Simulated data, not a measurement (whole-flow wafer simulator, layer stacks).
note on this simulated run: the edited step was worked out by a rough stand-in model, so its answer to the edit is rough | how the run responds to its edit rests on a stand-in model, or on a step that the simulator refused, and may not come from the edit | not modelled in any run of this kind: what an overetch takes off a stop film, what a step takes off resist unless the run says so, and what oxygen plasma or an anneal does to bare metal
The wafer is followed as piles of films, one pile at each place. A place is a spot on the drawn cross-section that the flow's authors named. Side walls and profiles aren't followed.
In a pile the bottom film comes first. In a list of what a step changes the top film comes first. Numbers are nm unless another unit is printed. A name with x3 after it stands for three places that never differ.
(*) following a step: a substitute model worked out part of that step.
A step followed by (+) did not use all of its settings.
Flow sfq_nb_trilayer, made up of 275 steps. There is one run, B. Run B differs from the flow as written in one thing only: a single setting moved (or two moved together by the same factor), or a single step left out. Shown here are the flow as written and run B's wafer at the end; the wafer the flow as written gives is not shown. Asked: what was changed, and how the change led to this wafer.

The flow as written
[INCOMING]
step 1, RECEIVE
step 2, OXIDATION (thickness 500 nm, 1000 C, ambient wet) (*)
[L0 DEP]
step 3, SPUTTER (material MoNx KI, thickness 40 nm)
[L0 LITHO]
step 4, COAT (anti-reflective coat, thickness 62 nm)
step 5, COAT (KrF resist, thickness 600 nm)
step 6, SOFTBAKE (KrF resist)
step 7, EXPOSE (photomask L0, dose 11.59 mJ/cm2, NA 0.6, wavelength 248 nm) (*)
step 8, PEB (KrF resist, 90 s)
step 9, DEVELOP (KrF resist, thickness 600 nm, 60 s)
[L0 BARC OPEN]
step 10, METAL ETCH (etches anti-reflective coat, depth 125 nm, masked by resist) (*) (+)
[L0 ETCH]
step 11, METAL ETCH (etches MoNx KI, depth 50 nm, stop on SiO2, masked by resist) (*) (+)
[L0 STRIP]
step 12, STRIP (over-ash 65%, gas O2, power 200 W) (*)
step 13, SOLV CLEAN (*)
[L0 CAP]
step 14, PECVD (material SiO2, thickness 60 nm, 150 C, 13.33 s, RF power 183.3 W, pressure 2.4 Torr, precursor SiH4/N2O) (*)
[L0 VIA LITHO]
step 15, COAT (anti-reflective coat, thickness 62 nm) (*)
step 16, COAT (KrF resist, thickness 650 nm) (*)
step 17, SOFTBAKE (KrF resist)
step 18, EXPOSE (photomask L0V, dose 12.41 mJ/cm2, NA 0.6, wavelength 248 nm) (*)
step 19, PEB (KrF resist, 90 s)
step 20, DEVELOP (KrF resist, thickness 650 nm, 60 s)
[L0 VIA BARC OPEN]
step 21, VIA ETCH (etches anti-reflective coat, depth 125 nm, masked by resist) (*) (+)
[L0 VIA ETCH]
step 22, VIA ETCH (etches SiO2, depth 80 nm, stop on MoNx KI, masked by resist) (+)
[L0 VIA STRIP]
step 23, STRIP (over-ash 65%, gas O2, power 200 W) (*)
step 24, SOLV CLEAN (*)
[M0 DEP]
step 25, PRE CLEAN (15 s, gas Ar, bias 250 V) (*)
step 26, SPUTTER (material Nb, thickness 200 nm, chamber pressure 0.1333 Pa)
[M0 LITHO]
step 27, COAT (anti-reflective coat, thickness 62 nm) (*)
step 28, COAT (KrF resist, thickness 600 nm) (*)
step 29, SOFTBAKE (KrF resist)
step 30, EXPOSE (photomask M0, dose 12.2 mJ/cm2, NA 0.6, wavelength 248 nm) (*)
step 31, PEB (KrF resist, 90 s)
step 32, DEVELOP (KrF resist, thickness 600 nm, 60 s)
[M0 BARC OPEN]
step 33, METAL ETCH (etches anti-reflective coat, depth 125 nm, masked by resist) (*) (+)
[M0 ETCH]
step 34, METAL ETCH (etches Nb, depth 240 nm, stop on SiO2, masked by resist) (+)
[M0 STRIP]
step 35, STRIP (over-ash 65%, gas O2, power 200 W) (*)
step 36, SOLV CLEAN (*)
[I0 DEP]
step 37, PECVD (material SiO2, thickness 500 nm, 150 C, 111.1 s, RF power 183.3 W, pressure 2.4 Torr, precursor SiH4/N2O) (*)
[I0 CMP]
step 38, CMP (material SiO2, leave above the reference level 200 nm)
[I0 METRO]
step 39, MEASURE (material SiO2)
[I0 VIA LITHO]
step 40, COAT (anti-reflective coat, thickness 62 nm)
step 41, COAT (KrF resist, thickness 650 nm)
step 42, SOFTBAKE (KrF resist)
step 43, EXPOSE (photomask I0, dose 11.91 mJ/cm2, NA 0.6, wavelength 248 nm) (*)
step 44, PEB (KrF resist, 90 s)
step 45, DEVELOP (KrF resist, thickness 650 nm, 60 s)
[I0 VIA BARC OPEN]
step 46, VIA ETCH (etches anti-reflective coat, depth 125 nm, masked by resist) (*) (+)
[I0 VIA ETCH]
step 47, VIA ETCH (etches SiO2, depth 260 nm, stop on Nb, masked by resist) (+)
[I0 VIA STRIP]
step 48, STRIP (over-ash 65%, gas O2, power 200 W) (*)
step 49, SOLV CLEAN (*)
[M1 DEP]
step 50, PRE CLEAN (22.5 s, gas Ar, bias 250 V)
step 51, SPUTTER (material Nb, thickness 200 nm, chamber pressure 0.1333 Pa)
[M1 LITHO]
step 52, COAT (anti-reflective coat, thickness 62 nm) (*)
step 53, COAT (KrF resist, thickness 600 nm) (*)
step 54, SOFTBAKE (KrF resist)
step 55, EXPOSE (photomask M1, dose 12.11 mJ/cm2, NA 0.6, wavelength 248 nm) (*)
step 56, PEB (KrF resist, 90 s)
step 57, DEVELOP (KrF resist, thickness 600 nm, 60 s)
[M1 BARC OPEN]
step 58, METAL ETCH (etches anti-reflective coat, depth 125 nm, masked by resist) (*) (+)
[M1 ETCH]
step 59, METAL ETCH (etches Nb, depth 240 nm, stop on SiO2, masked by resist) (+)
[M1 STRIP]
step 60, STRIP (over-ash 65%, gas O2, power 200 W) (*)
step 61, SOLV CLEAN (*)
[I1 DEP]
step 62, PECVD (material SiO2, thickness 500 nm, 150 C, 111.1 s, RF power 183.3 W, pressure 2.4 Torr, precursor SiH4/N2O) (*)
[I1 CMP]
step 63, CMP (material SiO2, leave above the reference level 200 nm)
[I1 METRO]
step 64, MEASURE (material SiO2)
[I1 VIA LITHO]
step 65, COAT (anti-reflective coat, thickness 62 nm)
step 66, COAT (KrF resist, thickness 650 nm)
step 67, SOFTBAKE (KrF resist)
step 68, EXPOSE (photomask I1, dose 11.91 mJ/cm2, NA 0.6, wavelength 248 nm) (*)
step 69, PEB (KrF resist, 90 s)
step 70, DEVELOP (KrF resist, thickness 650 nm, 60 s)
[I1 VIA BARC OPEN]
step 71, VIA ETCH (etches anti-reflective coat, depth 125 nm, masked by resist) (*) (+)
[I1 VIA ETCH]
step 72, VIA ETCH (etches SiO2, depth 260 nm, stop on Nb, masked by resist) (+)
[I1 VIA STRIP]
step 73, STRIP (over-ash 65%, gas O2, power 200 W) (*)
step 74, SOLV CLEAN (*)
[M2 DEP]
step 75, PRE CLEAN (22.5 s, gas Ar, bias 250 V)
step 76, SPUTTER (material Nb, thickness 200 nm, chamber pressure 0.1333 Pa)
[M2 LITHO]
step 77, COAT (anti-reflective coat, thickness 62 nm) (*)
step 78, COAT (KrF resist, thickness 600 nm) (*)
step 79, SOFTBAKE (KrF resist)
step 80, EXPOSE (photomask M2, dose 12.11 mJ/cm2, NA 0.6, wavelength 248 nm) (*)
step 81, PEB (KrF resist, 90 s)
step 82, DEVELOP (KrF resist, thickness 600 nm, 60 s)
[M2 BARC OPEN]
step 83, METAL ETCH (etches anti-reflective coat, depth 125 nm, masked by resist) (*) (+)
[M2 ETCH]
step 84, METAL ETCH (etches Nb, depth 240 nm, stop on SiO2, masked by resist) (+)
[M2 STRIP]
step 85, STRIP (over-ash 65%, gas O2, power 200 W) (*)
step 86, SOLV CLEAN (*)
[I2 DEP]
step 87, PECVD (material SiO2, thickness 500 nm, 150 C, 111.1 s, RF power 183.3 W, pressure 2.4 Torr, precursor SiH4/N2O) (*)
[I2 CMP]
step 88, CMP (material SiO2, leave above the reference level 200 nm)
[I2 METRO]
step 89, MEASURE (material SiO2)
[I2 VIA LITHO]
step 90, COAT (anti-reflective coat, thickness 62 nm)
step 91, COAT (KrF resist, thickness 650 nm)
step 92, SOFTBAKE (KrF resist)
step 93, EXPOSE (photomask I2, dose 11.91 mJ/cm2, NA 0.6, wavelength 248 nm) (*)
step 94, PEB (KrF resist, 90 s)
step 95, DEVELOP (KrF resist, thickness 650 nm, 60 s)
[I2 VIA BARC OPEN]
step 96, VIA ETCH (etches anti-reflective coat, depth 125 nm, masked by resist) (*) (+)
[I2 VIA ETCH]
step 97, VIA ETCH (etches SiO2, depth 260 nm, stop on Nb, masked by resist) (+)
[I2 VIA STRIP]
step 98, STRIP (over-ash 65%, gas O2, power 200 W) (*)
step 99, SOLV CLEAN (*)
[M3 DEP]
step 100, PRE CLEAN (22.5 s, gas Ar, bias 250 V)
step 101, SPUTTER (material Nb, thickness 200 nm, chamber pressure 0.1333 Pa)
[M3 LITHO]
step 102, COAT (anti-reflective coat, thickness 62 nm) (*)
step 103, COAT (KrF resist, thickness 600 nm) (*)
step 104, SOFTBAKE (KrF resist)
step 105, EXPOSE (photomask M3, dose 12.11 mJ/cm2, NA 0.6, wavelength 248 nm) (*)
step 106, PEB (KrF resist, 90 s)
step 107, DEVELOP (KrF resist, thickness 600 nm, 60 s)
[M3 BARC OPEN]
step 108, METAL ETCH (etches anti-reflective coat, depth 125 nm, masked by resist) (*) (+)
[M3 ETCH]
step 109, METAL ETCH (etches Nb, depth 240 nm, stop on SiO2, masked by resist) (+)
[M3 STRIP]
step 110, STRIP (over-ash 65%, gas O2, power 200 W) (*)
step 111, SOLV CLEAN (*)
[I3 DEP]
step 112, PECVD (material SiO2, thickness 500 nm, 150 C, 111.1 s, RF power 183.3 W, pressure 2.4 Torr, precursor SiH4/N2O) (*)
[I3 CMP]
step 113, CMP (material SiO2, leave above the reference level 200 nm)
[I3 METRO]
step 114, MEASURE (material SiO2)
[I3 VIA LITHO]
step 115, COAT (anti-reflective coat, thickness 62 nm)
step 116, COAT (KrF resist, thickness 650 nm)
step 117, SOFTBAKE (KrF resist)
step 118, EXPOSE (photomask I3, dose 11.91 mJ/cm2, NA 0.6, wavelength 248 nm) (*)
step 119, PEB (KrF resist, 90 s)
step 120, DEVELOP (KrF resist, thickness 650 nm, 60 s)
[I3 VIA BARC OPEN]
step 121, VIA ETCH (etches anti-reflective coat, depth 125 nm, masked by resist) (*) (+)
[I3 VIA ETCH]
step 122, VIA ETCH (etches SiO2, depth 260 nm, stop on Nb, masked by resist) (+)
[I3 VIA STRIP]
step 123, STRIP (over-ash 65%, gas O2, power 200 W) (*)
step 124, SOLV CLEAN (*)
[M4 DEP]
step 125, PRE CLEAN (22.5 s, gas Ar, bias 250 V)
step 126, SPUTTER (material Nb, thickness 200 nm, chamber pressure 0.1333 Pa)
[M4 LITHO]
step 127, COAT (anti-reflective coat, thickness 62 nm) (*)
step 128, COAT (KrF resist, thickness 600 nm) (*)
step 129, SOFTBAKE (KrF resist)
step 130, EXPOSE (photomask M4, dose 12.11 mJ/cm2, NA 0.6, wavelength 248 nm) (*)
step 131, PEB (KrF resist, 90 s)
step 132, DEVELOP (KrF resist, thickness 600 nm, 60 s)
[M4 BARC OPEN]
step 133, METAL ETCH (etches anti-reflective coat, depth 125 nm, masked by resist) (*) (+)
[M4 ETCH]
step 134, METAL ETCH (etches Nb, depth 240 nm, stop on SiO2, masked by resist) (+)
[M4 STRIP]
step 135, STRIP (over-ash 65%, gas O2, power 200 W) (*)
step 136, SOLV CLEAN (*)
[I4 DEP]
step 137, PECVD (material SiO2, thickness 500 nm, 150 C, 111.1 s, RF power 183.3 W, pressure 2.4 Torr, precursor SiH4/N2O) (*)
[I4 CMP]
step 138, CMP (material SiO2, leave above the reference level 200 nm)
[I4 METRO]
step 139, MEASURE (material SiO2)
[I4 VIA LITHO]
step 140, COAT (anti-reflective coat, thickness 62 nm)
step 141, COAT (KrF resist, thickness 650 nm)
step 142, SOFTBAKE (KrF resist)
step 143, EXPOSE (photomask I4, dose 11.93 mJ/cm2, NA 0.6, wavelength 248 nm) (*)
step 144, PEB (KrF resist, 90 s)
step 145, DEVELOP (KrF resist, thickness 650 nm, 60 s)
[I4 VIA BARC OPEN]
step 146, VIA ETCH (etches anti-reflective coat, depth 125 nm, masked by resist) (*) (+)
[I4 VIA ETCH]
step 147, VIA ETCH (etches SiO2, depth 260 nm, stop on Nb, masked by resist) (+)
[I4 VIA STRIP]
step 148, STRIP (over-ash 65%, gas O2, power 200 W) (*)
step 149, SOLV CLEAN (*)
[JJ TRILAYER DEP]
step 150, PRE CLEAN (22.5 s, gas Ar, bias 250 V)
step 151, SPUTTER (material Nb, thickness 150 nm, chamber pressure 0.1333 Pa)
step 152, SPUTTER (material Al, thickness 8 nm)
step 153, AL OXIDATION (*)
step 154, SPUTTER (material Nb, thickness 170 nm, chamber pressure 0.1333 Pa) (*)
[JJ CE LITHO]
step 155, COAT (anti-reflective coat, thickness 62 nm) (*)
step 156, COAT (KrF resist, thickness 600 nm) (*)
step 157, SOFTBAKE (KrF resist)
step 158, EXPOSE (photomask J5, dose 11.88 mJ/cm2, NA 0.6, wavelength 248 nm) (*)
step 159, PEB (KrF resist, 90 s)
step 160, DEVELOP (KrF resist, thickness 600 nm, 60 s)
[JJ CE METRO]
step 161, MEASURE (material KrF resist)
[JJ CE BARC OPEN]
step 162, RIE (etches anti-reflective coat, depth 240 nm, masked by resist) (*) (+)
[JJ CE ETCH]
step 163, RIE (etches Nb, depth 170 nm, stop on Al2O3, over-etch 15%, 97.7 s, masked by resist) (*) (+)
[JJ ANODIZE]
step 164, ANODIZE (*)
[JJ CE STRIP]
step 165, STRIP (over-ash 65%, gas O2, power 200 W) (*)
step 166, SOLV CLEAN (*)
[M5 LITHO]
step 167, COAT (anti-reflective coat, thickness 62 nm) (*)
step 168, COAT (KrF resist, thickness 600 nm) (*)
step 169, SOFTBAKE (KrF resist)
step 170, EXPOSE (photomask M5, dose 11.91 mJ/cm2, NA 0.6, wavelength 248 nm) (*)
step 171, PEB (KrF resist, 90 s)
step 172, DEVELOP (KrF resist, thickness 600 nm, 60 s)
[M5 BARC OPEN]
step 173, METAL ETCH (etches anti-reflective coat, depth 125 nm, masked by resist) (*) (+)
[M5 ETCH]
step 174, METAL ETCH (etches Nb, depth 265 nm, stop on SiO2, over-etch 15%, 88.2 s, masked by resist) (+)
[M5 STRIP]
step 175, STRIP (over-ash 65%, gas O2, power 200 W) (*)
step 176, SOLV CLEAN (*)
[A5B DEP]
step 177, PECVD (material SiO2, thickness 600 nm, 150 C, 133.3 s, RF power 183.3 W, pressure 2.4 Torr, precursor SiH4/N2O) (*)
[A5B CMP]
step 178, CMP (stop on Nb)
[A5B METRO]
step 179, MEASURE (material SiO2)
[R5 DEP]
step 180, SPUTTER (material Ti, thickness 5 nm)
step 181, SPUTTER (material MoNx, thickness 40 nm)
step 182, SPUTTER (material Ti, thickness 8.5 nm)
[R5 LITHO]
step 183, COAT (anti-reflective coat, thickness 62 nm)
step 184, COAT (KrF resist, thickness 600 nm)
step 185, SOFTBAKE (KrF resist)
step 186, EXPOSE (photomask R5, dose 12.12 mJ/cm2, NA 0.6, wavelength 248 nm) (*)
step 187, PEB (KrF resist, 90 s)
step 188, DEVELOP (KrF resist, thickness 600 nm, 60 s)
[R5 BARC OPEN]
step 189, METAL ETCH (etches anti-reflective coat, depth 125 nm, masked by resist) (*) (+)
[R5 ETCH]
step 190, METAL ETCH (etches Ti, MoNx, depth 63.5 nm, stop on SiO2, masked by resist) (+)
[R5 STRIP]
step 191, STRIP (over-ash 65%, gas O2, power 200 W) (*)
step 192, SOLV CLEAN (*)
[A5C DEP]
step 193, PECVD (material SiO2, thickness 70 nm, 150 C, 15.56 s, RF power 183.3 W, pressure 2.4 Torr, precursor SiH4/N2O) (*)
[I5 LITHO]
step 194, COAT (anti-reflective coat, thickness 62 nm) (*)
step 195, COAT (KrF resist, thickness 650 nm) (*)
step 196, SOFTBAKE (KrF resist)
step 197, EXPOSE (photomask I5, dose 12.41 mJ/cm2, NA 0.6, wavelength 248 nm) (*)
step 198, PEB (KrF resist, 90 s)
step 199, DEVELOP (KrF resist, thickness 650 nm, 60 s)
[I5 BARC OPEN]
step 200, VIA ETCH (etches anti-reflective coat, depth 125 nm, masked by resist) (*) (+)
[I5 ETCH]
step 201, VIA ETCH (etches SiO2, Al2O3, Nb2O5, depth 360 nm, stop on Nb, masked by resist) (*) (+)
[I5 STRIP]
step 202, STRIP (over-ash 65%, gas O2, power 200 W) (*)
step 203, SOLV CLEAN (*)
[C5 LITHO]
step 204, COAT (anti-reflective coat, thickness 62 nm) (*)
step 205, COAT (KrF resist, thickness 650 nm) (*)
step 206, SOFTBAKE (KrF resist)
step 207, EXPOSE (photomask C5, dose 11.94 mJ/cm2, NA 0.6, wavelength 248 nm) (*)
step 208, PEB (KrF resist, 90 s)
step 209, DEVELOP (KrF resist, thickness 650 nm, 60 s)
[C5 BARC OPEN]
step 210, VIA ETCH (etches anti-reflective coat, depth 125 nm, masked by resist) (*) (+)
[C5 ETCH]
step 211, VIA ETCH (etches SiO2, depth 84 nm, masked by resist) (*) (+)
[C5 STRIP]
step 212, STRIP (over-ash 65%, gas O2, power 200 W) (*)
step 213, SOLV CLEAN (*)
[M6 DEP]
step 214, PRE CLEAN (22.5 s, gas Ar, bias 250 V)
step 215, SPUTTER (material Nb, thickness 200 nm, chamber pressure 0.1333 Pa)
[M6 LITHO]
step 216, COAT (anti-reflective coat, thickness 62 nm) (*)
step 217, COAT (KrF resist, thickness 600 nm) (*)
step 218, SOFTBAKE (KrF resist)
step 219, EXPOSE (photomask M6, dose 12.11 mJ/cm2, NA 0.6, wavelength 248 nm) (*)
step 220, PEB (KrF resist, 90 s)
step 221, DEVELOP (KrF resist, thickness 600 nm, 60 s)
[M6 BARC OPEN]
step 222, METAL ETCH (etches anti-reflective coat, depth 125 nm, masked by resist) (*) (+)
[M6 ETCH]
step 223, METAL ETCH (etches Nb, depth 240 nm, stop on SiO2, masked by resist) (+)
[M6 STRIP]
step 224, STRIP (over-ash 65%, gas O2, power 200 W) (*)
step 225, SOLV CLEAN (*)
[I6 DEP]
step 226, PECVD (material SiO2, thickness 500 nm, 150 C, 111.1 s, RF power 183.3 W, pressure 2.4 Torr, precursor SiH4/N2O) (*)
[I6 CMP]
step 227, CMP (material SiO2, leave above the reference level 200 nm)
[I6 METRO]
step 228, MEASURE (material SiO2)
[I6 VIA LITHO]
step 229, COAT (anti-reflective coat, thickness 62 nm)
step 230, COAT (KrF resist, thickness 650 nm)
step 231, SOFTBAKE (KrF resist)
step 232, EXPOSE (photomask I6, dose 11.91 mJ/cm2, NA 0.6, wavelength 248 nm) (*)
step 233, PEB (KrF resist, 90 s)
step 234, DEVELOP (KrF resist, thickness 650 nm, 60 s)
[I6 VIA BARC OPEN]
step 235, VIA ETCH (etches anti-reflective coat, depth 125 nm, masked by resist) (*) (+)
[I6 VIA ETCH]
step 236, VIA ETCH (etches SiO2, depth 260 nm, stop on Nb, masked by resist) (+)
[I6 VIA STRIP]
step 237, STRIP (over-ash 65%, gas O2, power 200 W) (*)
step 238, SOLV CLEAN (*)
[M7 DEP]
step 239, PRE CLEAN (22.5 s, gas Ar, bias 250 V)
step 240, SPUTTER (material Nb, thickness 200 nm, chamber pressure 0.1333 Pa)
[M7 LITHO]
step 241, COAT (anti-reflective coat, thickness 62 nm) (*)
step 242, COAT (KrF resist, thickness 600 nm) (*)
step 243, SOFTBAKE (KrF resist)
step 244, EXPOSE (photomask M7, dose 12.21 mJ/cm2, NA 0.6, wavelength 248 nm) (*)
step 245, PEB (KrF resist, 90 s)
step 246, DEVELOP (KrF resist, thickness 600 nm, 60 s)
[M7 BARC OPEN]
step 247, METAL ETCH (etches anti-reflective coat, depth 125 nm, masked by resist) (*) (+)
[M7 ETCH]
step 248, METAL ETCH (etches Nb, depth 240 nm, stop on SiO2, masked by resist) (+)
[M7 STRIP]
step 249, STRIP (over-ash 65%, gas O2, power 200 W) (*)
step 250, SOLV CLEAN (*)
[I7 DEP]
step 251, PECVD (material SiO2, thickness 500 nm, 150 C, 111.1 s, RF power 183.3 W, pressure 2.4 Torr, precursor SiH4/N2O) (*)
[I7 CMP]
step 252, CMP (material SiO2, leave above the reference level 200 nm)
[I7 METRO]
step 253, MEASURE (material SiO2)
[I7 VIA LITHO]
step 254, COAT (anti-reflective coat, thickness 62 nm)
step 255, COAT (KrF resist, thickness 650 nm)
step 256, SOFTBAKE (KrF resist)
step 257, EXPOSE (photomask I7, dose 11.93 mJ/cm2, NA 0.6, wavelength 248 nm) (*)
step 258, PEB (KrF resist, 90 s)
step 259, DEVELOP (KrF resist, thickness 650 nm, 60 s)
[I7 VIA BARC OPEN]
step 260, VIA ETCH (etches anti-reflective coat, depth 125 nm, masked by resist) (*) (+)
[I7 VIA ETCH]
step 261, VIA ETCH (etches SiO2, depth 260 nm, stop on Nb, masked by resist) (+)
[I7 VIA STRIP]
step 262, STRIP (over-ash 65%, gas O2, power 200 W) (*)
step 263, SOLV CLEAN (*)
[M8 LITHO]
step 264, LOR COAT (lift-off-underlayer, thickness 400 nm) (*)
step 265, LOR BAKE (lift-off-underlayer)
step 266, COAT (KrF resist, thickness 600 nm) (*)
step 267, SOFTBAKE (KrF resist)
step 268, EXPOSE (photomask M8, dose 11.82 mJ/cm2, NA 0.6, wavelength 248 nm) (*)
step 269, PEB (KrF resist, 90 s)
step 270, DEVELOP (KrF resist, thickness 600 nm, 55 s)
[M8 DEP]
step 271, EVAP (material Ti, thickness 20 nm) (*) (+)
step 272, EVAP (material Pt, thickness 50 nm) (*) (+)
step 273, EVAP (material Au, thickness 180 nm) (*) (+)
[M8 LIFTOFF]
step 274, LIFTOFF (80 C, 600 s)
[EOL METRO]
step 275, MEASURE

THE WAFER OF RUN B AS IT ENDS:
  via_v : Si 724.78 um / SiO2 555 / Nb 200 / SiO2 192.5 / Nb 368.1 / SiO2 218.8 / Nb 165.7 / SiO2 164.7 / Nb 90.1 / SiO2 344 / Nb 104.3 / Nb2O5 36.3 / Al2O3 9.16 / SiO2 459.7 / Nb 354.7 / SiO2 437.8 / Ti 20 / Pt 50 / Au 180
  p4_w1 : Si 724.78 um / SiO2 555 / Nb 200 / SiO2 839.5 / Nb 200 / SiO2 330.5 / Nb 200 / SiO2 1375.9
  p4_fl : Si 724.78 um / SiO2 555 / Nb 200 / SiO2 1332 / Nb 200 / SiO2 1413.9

The reason: step 87, PECVD: thickness 262 nm was run, though the flow has thickness 500 nm; step 87, PECVD: 58.33 s was run, where the flow has 111.1 s.

The path from the change to this, step by step:
  step 87, PECVD (material SiO2, thickness 500 nm, 150 C, 111.1 s, RF power 183.3 W, pressure 2.4 Torr, precursor SiH4/N2O) (*)
      field_l, be, be_sur and 81 more: SiO2 gains 262 (in the flow as written it would be: SiO2 gains 500)
      v_sur, via_wl, via_w and 18 more: SiO2 gains 262 (new film) (in the flow as written it would be: SiO2 gains 500 (new film))
      (and at 1 other place as well)
  step 88, CMP (material SiO2, leave above the reference level 200 nm)
      field_l, be, be_sur and 81 more: nothing (in the flow as written it would be: SiO2 loses 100)
      via_v: nothing (in the flow as written it would be: SiO2 loses 181.6)
      (and at 21 other places as well)
  step 90, COAT (anti-reflective coat, thickness 62 nm)
      gap, p3_l3, p3_s3, p3_l4, p3_s4: anti-reflective coat gains 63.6 (new film) (in the flow as written it would be: anti-reflective coat gains 62 (new film))
      p3_s1, p3_l2, p3_s5, p3_l6: anti-reflective coat gains 63.8 (new film) (in the flow as written it would be: anti-reflective coat gains 62 (new film))
      (and at 69 other places as well)
  step 91, COAT (KrF resist, thickness 650 nm)
      m0r_line_l, m6r_line_l, m7r_line_l: KrF resist gains 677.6 (new film) (in the flow as written it would be: KrF resist gains 650 (new film))
      m0r_space_l, m6r_space_l, m7r_space_l: KrF resist gains 667 (new film) (in the flow as written it would be: KrF resist gains 650 (new film))
      (and at 57 other places as well)
  step 95, DEVELOP (KrF resist, thickness 650 nm, 60 s)
      via_w: KrF resist loses 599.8 (all of it) (in the flow as written it would be: KrF resist loses 648.6 (all of it))
  step 96, VIA ETCH (etches anti-reflective coat, depth 125 nm, masked by resist) (*) (+)
      field_l, v_sur, via_wl and 102 more: KrF resist loses 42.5 (in the flow as written it would be: KrF resist loses 51.7)
      via_w: anti-reflective coat loses 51 (all of it), SiO2 loses 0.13 (in the flow as written it would be: anti-reflective coat loses 62 (all of it), SiO2 loses 0.16)
  step 98, STRIP (over-ash 65%, gas O2, power 200 W) (*)
      m0r_line_l, m6r_line_l, m7r_line_l: KrF resist loses 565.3 (all of it), anti-reflective coat loses 62.5 (all of it) (in the flow as written it would be: KrF resist loses 528.6 (all of it), anti-reflective coat loses 62 (all of it))
      m0r_space_l, m6r_space_l, m7r_space_l: KrF resist loses 554.7 (all of it), anti-reflective coat loses 79.6 (all of it) (in the flow as written it would be: KrF resist loses 528.6 (all of it), anti-reflective coat loses 62 (all of it))
      (and at 96 other places as well)
  step 101, SPUTTER (material Nb, thickness 200 nm, chamber pressure 0.1333 Pa)
      via_v: Nb gains 165.7 (new film) (in the flow as written it would be: Nb gains 200 (new film))
  step 102, COAT (anti-reflective coat, thickness 62 nm) (*)
      m0r_space_l, m0r_space_r, m6r_space_l, m6r_space_r, m7r_space_l, m7r_space_r: anti-reflective coat gains 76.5 (new film) (in the flow as written it would be: anti-reflective coat gains 62 (new film))
      p3_l3, p3_s3, p3_l4, p3_s4, p3_l5: anti-reflective coat gains 63.5 (new film) (in the flow as written it would be: anti-reflective coat gains 62 (new film))
      (and at 67 other places as well)
  step 103, COAT (KrF resist, thickness 600 nm) (*)
      m0r_line_l, m0r_line_r, m6r_line_l, m6r_line_r, m7r_line_l, m7r_line_r: KrF resist gains 624.5 (new film) (in the flow as written it would be: KrF resist gains 600 (new film))
      m0r_space_l, m0r_space_r, m6r_space_l, m6r_space_r, m7r_space_l, m7r_space_r: KrF resist gains 618 (new film) (in the flow as written it would be: KrF resist gains 600 (new film))
      (and at 52 other places as well)
  step 107, DEVELOP (KrF resist, thickness 600 nm, 60 s)
      m0r_line_l, m0r_line_r, m6r_line_l, m6r_line_r, m7r_line_l, m7r_line_r: KrF resist loses 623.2 (all of it) (in the flow as written it would be: KrF resist loses 598.7 (all of it))
      m0r_space_l, m0r_space_r, m6r_space_l, m6r_space_r, m7r_space_l, m7r_space_r: KrF resist loses 616.8 (all of it) (in the flow as written it would be: KrF resist loses 598.7 (all of it))
      (and at 29 other places as well)
  step 108, METAL ETCH (etches anti-reflective coat, depth 125 nm, masked by resist) (*) (+)
      m5r_linepad_l, m5r_linepad_r, r5r_spacepad_l, r5r_spacepad_r: anti-reflective coat loses 125 (in the flow as written it would be: anti-reflective coat loses 62 (all of it))
      v_sur, via_wl, via_w and 28 more: KrF resist loses 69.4 (in the flow as written it would be: KrF resist loses 51.7)
      (and at 47 other places as well)
  step 109, METAL ETCH (etches Nb, depth 240 nm, stop on SiO2, masked by resist) (+)
      m5r_linepad_l, m5r_linepad_r: anti-reflective coat loses 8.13 (all of it), Nb loses 200 (all of it) (in the flow as written it would be: Nb loses 200 (all of it))
      r5r_spacepad_l, r5r_spacepad_r: anti-reflective coat loses 9.07 (all of it), Nb loses 200 (all of it) (in the flow as written it would be: Nb loses 200 (all of it))
  step 110, STRIP (over-ash 65%, gas O2, power 200 W) (*)
      p3_l3, p3_l5: KrF resist loses 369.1 (all of it), anti-reflective coat loses 63.5 (all of it) (in the flow as written it would be: KrF resist loses 382.4 (all of it), anti-reflective coat loses 62 (all of it))
      v_sur: KrF resist loses 290.7 (all of it), anti-reflective coat loses 41.6 (all of it) (in the flow as written it would be: KrF resist loses 365.3 (all of it), anti-reflective coat loses 61.1 (all of it))
      (and at 27 other places as well)
  step 112, PECVD (material SiO2, thickness 500 nm, 150 C, 111.1 s, RF power 183.3 W, pressure 2.4 Torr, precursor SiH4/N2O) (*)
      via_v: SiO2 gains 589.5 (new film) (in the flow as written it would be: SiO2 gains 500 (new film))
  step 113, CMP (material SiO2, leave above the reference level 200 nm)
      field_l, be, be_sur and 64 more: nothing (in the flow as written it would be: SiO2 loses 100)
      p4_w1, p4_w2, p4_w3 and 6 more: SiO2 loses 162 (in the flow as written it would be: SiO2 loses 300)
      (and at 9 other places as well)
  ... another 31 steps ...
  step 178, CMP (stop on Nb)
      via_v: SiO2 loses 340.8 (in the flow as written it would be: SiO2 loses 453.5)
If metal films that touch count as one body, via_v has 7 bodies (between them, from the top down: SiO2 437.8; SiO2 459.7 / Al2O3 9.16 / Nb2O5 36.3; SiO2 344; SiO2 164.7; SiO2 218.8; SiO2 192.5); the flow as written gives 6 bodies (between them, from the top down: SiO2 437.8; SiO2 209 / Al2O3 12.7 / Nb2O5 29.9; SiO2 425.9; SiO2 416.9; SiO2 192.5).
